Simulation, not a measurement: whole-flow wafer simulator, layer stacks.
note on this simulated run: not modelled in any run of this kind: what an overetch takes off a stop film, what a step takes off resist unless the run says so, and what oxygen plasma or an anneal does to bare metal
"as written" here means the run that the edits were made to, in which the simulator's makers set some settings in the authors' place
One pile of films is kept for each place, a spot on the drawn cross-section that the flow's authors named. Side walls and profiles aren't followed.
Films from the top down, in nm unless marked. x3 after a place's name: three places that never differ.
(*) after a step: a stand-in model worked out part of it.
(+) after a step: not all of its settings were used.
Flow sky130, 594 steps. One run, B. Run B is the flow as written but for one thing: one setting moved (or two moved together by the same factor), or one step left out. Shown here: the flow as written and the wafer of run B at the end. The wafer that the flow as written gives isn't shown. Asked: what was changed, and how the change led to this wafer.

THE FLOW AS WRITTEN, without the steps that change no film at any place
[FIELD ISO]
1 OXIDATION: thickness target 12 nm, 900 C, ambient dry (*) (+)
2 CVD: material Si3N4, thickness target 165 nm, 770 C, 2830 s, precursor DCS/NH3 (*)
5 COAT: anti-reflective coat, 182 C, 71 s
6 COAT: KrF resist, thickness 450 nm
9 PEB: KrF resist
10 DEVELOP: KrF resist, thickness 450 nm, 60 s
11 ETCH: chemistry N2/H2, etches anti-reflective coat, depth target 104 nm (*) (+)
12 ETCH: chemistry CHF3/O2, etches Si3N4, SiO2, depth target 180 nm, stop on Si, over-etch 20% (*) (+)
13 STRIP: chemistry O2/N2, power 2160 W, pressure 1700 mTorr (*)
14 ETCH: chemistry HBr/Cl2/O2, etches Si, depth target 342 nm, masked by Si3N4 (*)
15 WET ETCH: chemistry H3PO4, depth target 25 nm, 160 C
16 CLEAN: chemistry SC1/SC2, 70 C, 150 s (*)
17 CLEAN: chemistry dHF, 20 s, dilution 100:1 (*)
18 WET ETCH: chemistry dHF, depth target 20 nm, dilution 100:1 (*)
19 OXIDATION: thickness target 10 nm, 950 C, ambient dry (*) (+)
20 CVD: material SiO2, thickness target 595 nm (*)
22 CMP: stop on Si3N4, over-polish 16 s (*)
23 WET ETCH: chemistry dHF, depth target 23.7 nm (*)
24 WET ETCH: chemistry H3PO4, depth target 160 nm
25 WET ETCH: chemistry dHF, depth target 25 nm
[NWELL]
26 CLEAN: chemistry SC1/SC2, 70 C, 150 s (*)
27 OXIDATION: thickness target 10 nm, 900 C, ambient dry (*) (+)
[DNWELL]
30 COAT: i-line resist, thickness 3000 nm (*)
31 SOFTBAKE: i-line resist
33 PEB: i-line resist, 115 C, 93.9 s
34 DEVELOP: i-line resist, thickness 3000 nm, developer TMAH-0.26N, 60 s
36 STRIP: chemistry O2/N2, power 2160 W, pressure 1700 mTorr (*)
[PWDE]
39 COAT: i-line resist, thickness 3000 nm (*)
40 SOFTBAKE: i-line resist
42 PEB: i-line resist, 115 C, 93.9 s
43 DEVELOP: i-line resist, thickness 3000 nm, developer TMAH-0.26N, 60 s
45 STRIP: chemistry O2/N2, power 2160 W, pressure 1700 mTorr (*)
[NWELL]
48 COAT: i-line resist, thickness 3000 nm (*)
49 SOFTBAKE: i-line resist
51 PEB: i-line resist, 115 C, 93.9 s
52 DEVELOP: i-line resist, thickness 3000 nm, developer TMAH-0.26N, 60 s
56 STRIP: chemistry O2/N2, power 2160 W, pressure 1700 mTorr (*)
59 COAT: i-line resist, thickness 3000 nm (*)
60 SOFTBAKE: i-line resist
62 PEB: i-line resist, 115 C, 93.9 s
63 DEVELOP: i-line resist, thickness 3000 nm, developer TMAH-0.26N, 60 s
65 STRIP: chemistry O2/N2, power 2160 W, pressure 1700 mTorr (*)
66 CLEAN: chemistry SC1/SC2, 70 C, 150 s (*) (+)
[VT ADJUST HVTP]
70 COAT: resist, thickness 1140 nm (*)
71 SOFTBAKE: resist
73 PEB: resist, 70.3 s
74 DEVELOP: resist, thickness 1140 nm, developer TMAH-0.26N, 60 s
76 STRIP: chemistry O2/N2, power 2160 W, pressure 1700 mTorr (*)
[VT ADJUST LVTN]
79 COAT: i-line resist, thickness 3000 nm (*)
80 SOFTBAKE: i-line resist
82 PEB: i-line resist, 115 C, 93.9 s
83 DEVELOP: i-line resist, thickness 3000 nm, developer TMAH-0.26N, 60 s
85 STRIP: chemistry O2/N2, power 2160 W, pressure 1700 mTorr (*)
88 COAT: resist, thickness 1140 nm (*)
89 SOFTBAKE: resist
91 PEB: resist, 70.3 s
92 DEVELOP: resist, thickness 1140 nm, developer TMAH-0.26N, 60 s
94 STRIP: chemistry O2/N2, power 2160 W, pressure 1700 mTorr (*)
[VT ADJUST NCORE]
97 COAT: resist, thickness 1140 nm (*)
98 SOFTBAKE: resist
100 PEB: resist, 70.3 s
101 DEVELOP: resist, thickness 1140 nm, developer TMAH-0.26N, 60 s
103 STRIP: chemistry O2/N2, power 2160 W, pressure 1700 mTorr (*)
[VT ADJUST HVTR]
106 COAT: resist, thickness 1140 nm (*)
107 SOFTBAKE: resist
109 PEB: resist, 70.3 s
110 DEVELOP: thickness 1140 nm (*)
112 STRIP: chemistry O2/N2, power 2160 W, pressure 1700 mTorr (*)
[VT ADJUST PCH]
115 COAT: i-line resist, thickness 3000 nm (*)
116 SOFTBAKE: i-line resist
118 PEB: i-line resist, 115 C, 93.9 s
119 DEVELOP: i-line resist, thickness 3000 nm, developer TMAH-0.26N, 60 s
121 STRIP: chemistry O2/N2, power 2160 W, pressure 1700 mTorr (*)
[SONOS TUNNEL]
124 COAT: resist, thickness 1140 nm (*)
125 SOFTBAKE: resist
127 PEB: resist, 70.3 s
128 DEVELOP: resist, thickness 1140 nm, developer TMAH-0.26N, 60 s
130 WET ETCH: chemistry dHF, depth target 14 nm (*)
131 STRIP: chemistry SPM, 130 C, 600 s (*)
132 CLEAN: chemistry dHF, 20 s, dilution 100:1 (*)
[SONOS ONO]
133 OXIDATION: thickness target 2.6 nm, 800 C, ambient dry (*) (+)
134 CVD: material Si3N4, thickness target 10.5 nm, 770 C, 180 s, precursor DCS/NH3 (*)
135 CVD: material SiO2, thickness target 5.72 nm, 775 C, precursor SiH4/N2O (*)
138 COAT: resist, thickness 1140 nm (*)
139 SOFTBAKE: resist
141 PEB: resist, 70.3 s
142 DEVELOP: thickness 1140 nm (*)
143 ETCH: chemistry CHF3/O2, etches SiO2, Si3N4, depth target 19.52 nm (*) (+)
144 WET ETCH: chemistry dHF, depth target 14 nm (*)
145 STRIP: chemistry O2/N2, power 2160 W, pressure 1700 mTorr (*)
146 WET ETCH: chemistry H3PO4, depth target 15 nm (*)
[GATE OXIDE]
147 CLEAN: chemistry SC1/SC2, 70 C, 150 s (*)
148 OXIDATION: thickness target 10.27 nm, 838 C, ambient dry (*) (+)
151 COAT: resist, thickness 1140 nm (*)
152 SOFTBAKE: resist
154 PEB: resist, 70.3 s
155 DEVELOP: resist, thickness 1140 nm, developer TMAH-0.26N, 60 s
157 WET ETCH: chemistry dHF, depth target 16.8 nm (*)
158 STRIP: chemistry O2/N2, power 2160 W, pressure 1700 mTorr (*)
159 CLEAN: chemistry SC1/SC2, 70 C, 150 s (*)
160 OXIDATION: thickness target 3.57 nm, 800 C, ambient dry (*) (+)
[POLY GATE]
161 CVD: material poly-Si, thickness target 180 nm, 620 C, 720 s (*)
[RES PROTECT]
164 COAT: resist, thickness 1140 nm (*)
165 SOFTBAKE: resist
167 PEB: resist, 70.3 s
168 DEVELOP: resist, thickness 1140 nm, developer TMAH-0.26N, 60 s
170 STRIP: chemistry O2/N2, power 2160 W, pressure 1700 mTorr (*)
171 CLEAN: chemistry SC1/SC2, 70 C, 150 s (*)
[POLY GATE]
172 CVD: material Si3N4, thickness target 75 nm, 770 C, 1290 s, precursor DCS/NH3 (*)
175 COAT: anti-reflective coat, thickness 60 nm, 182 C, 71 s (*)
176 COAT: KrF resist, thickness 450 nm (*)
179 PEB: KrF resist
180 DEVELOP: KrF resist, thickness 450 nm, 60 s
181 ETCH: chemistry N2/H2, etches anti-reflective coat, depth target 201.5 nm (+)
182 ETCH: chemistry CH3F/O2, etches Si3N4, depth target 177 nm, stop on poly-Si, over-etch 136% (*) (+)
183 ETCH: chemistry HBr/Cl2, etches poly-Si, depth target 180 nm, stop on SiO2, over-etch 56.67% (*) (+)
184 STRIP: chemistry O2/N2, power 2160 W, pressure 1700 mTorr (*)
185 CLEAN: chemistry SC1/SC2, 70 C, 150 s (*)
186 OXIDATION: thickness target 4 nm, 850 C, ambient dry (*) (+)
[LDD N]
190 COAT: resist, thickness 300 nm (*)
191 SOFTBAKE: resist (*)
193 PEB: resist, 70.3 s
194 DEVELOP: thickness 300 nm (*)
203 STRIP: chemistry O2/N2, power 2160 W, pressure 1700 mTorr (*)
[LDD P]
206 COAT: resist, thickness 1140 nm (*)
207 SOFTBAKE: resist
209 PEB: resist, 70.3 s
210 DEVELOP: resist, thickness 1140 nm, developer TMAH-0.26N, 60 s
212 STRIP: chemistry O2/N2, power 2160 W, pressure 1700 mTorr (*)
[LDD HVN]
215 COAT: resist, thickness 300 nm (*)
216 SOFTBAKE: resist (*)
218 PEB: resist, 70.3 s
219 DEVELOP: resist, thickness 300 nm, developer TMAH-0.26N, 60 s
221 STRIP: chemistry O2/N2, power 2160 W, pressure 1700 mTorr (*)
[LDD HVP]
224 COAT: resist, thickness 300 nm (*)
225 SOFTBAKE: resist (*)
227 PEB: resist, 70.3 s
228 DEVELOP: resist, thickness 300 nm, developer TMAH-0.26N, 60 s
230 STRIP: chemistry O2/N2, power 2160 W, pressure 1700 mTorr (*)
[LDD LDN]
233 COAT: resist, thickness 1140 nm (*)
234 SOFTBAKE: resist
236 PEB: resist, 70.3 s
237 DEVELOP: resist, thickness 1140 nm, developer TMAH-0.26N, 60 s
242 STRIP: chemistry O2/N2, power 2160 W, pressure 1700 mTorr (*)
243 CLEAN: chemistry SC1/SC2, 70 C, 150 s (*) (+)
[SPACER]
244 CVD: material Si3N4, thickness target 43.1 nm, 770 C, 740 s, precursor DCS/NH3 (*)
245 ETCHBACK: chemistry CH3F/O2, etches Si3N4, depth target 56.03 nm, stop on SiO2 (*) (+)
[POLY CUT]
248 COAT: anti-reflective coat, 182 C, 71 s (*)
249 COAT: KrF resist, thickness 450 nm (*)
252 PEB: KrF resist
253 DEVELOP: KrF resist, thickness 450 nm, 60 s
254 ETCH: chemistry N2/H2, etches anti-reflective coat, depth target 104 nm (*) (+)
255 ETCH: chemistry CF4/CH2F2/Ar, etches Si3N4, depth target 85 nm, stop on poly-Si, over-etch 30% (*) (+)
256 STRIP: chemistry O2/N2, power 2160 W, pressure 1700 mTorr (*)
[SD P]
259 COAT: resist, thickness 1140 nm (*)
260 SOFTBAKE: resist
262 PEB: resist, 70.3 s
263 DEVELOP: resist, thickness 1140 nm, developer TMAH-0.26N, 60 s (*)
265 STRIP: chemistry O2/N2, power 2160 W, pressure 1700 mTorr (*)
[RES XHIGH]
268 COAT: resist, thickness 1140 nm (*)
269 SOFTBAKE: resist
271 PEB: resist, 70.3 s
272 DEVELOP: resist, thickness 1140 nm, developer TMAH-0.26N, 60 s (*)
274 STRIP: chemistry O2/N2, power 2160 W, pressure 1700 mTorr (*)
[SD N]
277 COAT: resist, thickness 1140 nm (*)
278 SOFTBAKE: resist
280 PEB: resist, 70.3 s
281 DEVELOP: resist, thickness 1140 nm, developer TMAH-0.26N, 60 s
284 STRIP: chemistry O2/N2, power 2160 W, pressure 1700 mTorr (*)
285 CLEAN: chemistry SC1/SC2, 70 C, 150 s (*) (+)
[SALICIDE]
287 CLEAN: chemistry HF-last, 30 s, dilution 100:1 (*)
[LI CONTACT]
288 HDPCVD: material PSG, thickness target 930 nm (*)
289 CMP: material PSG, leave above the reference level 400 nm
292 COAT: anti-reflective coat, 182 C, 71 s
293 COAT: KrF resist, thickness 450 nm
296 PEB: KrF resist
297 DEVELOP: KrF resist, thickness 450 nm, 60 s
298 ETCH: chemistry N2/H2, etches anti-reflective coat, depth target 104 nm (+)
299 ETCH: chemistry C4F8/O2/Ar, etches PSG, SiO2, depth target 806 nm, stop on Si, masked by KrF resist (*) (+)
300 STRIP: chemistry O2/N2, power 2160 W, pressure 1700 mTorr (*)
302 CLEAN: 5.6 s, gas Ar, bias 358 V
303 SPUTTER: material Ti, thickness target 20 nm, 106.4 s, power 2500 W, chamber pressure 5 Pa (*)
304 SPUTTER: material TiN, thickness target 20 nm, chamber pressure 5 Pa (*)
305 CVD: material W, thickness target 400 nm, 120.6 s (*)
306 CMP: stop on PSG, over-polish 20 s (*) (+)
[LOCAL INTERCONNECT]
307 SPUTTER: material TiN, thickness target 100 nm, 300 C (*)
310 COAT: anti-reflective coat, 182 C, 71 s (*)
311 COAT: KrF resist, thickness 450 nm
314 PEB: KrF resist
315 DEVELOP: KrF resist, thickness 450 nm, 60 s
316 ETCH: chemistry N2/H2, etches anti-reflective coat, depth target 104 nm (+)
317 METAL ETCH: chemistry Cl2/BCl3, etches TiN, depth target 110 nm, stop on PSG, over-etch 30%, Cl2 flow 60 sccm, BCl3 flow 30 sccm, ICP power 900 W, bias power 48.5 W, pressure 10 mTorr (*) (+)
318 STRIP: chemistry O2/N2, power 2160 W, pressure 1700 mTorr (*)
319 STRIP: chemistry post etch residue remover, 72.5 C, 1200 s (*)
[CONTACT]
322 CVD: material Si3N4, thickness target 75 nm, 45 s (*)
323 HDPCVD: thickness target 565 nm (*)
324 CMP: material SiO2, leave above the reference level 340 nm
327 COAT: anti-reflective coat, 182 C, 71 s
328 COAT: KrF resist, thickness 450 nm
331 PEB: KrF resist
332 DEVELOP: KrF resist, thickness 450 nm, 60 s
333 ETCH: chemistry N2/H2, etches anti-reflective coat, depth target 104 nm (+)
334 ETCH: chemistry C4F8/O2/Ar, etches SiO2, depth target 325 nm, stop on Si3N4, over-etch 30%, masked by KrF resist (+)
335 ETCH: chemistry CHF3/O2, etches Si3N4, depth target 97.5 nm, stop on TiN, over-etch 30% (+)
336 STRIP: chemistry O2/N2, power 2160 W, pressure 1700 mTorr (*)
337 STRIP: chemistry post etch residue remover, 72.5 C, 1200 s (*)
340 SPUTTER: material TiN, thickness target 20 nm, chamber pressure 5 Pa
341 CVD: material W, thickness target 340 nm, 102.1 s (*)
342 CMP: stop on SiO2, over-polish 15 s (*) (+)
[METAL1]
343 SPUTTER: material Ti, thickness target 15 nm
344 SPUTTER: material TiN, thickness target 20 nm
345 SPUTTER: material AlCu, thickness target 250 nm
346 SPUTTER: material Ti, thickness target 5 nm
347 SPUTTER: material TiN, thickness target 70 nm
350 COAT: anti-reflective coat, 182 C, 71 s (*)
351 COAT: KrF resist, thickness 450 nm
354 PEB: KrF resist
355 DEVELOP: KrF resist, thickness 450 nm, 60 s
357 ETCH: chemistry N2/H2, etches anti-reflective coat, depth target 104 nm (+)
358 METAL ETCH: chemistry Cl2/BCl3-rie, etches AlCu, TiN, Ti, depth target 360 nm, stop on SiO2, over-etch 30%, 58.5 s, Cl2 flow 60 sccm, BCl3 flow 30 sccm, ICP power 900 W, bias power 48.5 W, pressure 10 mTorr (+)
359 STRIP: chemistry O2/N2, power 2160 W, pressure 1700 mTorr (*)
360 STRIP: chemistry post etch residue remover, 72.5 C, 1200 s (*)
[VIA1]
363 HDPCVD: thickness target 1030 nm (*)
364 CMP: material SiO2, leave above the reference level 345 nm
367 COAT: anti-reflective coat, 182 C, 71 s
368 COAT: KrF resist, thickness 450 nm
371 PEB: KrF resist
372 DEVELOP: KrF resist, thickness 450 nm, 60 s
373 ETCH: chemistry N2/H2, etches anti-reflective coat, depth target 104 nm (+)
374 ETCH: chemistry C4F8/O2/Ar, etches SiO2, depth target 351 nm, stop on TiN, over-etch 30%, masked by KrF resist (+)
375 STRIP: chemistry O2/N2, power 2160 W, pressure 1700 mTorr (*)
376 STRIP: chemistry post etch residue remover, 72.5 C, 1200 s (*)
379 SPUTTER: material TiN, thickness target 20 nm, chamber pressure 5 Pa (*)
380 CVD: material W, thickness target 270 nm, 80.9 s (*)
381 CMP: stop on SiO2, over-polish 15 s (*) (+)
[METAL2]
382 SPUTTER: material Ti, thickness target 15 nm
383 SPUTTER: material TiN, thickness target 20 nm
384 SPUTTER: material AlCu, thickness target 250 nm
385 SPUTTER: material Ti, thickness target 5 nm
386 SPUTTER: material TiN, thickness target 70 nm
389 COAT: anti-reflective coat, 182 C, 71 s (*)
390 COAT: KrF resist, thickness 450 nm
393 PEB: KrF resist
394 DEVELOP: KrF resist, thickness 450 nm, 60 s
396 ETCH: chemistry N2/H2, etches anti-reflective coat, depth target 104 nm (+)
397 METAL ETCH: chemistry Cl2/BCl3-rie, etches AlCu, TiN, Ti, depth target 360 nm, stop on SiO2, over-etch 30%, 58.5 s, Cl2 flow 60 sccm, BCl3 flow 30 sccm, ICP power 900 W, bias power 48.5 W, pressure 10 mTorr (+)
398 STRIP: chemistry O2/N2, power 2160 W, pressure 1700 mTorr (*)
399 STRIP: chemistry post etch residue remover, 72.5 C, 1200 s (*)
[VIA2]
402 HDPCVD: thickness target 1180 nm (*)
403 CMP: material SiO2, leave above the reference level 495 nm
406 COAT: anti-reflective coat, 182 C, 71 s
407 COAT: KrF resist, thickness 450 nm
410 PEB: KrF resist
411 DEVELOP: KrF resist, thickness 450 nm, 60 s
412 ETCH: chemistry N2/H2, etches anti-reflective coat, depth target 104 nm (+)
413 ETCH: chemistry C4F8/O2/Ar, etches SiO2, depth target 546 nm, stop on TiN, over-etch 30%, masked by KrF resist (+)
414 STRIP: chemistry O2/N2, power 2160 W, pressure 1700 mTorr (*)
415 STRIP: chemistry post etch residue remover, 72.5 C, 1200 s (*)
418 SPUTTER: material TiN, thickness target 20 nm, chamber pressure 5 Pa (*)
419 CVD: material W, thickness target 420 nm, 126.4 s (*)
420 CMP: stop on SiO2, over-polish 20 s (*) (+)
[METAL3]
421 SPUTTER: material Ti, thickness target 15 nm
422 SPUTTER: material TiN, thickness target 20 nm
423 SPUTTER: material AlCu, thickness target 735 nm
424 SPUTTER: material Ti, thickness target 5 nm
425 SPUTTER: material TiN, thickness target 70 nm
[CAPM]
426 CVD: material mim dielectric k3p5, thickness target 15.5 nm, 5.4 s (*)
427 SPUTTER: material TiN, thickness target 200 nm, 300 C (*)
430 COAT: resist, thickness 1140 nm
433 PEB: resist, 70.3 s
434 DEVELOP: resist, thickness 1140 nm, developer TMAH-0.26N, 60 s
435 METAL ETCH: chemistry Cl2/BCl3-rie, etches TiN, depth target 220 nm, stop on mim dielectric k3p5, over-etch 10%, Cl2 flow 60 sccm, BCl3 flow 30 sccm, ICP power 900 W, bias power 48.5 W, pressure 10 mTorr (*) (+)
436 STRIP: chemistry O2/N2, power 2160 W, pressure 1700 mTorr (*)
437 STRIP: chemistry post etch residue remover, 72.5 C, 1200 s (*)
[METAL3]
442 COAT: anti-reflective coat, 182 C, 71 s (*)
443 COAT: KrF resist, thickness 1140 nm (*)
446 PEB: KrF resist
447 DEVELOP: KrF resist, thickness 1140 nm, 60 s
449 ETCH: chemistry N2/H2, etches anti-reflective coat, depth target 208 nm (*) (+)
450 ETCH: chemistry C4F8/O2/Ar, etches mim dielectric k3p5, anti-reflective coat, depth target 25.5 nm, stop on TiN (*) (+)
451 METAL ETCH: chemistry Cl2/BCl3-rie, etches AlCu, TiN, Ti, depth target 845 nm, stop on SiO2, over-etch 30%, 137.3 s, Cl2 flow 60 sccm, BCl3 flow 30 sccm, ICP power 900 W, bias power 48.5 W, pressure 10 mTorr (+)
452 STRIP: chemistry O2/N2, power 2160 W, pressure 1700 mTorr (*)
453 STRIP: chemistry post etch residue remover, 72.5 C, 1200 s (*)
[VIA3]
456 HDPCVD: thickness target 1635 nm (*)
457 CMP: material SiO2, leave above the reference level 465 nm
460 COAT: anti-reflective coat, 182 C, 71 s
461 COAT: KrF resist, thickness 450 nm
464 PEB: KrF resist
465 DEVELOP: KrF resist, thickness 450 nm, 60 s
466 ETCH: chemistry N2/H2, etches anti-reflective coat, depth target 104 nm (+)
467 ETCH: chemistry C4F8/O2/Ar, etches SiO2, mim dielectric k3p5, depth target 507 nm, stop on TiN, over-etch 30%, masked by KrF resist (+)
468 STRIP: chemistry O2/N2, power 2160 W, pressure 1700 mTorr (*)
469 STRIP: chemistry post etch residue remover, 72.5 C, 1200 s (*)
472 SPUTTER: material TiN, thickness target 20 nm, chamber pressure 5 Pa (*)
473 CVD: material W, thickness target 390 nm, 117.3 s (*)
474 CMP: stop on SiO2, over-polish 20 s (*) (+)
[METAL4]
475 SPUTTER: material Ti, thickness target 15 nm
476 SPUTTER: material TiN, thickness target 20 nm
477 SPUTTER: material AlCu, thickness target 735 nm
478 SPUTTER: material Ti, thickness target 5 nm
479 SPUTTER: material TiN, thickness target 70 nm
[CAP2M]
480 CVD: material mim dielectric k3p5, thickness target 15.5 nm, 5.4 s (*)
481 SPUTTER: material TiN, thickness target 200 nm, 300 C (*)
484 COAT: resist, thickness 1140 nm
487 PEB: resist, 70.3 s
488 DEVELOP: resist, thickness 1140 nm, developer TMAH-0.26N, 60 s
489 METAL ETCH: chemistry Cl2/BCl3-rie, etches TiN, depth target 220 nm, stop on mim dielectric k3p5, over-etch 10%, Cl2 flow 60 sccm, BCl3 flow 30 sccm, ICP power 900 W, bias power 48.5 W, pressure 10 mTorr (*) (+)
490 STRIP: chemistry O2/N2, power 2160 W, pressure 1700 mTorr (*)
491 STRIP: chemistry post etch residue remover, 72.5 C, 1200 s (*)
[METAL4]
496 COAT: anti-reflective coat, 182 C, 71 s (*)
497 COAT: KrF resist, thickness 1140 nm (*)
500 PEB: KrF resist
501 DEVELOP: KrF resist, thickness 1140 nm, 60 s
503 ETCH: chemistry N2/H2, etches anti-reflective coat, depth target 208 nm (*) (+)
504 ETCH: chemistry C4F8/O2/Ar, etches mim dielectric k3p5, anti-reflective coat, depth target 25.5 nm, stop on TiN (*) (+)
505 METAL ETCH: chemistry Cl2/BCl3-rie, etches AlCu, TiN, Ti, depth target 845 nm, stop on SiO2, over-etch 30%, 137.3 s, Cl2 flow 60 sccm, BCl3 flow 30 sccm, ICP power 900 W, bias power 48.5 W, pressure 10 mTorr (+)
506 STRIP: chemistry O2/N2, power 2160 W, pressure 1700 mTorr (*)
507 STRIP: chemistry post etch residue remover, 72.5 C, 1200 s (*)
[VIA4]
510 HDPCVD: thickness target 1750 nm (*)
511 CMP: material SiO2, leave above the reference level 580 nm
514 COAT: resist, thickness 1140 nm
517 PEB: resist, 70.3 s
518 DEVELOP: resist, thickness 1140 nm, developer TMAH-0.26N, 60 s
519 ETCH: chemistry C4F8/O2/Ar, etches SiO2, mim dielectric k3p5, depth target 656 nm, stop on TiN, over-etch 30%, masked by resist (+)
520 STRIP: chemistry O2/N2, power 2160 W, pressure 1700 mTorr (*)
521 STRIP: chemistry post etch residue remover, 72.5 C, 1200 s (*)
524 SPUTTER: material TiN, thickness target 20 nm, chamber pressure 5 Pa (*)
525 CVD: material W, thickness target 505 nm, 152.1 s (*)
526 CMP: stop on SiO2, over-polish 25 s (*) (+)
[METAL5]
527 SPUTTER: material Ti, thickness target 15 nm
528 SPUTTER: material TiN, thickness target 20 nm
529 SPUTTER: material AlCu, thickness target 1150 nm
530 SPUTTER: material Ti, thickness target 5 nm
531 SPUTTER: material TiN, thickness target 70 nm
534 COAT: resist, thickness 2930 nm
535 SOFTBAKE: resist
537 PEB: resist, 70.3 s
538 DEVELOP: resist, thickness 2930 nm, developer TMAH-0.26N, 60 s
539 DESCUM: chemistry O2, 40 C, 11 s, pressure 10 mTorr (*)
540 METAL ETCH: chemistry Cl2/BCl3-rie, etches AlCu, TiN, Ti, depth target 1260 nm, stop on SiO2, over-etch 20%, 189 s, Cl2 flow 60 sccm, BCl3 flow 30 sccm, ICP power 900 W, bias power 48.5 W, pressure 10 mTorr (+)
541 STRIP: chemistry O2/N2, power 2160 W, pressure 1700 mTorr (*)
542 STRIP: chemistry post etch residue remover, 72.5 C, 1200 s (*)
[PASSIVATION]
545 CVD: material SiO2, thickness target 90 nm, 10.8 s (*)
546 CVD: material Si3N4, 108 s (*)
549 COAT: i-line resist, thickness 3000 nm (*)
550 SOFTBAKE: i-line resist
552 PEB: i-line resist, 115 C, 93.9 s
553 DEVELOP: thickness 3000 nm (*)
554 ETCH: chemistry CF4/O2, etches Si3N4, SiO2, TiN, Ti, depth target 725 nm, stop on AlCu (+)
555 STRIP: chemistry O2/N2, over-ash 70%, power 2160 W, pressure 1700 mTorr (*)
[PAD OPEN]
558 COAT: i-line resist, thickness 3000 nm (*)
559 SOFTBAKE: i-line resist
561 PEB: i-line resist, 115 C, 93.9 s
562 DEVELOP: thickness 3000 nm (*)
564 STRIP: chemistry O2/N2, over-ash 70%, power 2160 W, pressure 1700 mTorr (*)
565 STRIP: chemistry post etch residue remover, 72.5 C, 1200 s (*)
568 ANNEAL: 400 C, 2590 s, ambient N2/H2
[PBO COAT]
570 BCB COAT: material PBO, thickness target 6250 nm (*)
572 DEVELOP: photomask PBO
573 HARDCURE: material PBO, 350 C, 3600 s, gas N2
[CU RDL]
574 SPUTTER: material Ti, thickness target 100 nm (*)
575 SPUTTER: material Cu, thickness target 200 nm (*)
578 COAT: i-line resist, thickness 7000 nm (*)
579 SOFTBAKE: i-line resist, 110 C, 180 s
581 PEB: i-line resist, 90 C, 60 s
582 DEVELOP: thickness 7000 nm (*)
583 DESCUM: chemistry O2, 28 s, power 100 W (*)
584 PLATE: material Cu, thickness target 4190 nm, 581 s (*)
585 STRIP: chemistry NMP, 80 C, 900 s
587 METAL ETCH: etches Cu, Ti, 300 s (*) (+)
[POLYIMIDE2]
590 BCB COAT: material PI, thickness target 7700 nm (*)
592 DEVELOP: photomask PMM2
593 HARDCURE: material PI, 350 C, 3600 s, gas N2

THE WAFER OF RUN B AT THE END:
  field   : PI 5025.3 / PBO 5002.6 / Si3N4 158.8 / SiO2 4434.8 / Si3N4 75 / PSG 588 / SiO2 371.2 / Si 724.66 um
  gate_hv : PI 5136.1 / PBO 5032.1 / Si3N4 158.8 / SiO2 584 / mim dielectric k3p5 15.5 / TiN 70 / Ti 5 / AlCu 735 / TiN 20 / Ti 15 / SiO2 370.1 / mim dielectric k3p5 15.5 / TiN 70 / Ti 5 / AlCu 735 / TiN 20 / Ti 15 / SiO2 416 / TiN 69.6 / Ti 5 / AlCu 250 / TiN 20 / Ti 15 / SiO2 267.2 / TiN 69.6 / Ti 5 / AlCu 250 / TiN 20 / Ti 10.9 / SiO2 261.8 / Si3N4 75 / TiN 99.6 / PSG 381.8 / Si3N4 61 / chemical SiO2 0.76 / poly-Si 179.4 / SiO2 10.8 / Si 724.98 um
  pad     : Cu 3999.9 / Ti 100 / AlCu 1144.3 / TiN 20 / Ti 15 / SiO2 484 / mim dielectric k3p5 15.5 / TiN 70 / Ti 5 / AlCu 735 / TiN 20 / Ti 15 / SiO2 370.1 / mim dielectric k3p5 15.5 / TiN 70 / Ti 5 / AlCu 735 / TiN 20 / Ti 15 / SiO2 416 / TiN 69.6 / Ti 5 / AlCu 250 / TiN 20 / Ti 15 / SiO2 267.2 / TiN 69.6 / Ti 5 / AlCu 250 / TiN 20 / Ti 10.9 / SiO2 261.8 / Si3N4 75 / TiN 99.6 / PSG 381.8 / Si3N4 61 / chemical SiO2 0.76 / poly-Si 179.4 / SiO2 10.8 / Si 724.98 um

The cause: step 343, SPUTTER: thickness target 10.9 nm was run, where the flow has thickness target 15 nm.
It can be read off the wafer: gate_hv has Ti 10.9, and step 343 as written asks for 15 nm.

How the change led to this, step by step:
  343 SPUTTER: material Ti, thickness target 15 nm
      field, active, n_well and 188 more: Ti +10.9 (new film) (as written it would be: Ti +15 (new film))
  358 METAL ETCH: chemistry Cl2/BCl3-rie, etches AlCu, TiN, Ti, depth target 360 nm, stop on SiO2, over-etch 30%, 58.5 s, Cl2 flow 60 sccm, BCl3 flow 30 sccm, ICP power 900 W, bias power 48.5 W, pressure 10 mTorr (+)
      field, active, gate and 81 more: TiN -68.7 (all of it), Ti -5 (all of it), AlCu -250 (all of it), TiN -20 (all of it), Ti -10.9 (all of it), SiO2 -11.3 (as written it would be: TiN -68.7 (all of it), Ti -5 (all of it), AlCu -250 (all of it), TiN -20 (all of it), Ti -15 (all of it), SiO2 -10.9)
